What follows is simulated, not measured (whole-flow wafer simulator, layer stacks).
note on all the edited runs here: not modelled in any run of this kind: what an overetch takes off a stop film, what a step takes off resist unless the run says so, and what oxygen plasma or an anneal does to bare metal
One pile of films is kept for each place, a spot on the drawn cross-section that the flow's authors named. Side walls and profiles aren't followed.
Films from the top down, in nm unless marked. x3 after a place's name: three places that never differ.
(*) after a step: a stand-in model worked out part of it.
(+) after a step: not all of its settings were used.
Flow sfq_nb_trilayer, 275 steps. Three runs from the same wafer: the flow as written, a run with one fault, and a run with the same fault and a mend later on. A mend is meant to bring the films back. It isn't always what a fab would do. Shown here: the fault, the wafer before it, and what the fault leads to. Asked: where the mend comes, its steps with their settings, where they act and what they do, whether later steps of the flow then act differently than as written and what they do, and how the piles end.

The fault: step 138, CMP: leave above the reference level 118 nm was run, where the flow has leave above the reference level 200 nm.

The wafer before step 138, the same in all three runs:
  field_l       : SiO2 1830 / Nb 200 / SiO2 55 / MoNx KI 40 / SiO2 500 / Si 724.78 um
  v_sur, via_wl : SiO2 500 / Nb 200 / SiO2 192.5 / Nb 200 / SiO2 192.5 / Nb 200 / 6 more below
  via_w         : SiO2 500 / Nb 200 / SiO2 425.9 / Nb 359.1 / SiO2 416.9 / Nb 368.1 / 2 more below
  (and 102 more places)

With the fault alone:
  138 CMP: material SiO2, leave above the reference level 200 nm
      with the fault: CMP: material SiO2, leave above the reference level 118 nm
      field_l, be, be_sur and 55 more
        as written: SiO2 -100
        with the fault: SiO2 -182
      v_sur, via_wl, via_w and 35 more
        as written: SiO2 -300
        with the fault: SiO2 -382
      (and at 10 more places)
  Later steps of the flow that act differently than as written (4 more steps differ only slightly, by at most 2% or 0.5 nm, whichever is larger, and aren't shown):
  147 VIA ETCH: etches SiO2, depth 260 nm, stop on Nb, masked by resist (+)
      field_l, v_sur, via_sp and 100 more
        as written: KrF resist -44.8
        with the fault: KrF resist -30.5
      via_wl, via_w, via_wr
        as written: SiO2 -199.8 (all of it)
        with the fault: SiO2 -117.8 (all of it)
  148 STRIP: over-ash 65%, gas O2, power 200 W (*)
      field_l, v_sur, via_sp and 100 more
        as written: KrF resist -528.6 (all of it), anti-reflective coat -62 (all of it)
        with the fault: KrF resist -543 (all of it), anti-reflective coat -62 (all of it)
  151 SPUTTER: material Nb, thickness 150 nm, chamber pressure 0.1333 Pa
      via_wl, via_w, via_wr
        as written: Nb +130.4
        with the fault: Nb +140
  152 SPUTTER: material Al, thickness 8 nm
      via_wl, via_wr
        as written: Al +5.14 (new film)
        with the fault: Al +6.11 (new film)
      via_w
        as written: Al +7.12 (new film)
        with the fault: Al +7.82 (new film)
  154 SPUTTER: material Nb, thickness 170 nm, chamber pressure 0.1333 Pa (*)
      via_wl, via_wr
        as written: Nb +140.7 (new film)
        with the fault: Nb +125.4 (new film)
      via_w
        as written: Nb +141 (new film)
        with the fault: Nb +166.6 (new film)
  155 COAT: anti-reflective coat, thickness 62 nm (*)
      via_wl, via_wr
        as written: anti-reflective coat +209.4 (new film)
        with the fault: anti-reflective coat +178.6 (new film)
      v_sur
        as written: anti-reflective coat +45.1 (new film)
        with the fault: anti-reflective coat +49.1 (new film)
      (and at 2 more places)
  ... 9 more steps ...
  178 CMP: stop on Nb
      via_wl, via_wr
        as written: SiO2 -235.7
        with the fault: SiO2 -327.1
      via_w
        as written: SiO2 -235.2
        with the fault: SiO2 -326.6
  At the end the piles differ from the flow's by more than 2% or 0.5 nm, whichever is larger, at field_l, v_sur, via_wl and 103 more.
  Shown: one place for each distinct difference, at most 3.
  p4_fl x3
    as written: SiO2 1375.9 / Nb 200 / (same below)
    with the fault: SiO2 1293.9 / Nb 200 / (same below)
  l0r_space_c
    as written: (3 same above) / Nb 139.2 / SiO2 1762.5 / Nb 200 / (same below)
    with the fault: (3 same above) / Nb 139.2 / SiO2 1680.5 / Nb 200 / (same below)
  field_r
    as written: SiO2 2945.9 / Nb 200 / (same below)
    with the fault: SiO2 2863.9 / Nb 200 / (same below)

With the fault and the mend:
  The mend comes after step 139.
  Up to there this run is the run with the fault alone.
  139a PECVD: material SiO2, thickness 82 nm, 150 C, 18.22 s, RF power 183.3 W, pressure 2.4 Torr, precursor SiH4/N2O (the flow's step 137 once more, with other settings)
      field_l, v_sur, via_wl and 103 more
        SiO2 +82
  No later step of the flow acts differently than as written, at any place that is followed, by more than 2% or 0.5 nm, whichever is larger.
  At the end the piles differ from the flow's only slightly at the places that both follow, by at most 2% or 0.5 nm, whichever is larger.
